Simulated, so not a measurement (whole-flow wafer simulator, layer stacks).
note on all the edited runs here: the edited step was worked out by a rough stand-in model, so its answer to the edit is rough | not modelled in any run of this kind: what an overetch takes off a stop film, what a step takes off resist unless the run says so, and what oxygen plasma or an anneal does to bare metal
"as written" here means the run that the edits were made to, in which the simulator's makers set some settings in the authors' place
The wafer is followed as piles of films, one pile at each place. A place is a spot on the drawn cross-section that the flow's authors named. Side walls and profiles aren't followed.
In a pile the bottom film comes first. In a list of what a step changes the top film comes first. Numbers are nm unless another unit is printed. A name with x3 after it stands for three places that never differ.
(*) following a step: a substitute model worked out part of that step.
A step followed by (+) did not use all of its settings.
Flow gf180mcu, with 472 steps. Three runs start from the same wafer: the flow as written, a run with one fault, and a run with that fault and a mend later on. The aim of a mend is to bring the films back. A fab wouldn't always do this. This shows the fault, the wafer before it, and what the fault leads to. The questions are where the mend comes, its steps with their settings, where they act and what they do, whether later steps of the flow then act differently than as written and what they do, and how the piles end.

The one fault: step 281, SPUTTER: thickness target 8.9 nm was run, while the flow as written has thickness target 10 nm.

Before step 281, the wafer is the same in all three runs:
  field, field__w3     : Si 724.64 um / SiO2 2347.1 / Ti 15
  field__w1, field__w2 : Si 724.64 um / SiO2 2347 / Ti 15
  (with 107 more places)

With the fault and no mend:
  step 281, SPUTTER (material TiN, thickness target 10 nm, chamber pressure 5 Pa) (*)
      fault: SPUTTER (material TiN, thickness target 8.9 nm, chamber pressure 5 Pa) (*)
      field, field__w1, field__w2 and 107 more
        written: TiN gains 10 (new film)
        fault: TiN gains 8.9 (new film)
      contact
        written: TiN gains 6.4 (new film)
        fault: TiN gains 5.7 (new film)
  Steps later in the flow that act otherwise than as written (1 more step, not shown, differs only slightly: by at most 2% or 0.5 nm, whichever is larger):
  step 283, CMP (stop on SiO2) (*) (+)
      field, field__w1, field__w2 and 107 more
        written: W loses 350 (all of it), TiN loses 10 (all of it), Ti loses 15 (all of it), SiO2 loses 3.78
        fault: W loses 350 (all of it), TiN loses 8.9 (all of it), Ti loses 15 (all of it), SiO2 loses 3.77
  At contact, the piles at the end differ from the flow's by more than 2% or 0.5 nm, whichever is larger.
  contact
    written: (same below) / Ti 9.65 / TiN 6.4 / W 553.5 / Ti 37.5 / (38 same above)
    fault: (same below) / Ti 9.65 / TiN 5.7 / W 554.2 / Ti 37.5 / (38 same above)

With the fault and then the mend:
  After step 281 comes the mend.
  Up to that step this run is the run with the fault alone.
  step 281a, SPUTTER (material TiN, thickness target 1.1 nm, chamber pressure 5 Pa) (*) (a further turn of the flow's step 281, with different settings)
      field, field__w1, field__w2 and 107 more
        TiN gains 1.1
      contact
        TiN gains 0.7
  None of the later steps of the flow acts differently than as written at any place that is followed.
  By the end, the piles equal the flow's at every place that both follow.
